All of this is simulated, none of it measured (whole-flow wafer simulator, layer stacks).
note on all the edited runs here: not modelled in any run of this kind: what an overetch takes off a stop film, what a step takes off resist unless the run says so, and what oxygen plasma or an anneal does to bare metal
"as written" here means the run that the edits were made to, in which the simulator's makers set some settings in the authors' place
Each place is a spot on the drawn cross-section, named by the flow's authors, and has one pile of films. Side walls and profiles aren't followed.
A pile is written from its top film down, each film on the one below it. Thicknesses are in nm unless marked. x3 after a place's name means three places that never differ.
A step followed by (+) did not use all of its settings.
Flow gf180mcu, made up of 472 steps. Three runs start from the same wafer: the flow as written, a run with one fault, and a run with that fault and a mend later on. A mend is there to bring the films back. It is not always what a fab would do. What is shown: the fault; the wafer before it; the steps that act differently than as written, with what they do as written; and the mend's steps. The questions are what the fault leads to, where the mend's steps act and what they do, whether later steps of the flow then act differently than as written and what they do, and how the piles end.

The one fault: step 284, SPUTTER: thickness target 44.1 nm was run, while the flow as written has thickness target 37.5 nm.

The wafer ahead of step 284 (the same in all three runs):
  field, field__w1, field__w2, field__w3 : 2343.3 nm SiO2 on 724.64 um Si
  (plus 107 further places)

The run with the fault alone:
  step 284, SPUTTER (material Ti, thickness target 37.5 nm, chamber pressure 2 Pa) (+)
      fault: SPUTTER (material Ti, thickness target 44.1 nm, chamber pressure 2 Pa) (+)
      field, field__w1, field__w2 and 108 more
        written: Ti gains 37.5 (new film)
        fault: Ti gains 44.1 (new film)
  Later steps of the flow acting differently than as written:
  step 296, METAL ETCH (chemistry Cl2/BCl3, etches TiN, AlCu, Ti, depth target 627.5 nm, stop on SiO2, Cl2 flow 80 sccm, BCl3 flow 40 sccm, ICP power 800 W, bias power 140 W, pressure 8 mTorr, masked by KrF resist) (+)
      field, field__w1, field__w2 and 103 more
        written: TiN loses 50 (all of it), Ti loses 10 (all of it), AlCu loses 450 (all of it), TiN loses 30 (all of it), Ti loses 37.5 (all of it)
        fault: TiN loses 50 (all of it), Ti loses 10 (all of it), AlCu loses 450 (all of it), TiN loses 30 (all of it), Ti loses 44.1 (all of it)
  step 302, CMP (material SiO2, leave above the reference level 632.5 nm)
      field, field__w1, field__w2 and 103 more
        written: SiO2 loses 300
        fault: SiO2 loses 293.4
  At field__w8, contact, m1, m1__w1, m1_nw, the piles at the end differ from the flow's by more than 2% or 0.5 nm, whichever is larger.
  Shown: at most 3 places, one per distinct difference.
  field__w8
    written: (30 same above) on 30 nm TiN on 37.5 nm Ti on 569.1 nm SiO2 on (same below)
    fault: (30 same above) on 30 nm TiN on 44.1 nm Ti on 569.1 nm SiO2 on (same below)
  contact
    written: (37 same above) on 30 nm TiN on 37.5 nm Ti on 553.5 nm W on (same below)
    fault: (37 same above) on 30 nm TiN on 44.1 nm Ti on 553.5 nm W on (same below)

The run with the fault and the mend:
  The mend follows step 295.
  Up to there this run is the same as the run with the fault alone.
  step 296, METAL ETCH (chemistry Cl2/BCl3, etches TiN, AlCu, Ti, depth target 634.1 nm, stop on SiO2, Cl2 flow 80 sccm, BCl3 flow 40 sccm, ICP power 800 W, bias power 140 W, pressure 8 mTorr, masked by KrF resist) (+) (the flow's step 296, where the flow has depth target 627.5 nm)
      field, field__w1, field__w2 and 103 more
        TiN loses 50 (all of it), Ti loses 10 (all of it), AlCu loses 450 (all of it), TiN loses 30 (all of it), Ti loses 44.1 (all of it)
      field__w8, contact, m1, m1__w1, m1_nw
        KrF resist loses 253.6
  Later steps of the flow acting differently than as written (not shown: 1 more step that differs only slightly, by at most 2% or 0.5 nm, whichever is larger):
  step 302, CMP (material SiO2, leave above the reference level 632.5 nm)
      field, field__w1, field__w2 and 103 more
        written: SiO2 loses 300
        mend: SiO2 loses 293.4
  At field__w8, contact, m1, m1__w1, m1_nw, the piles at the end differ from the flow's by more than 2% or 0.5 nm, whichever is larger.
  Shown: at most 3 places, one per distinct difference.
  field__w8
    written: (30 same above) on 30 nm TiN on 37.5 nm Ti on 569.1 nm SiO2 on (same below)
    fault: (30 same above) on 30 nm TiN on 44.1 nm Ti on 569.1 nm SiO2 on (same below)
    mend: (30 same above) on 30 nm TiN on 44.1 nm Ti on 569.1 nm SiO2 on (same below)
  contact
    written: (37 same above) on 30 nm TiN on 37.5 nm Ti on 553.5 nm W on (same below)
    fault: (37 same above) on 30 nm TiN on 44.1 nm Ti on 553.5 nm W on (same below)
    mend: (37 same above) on 30 nm TiN on 44.1 nm Ti on 553.5 nm W on (same below)
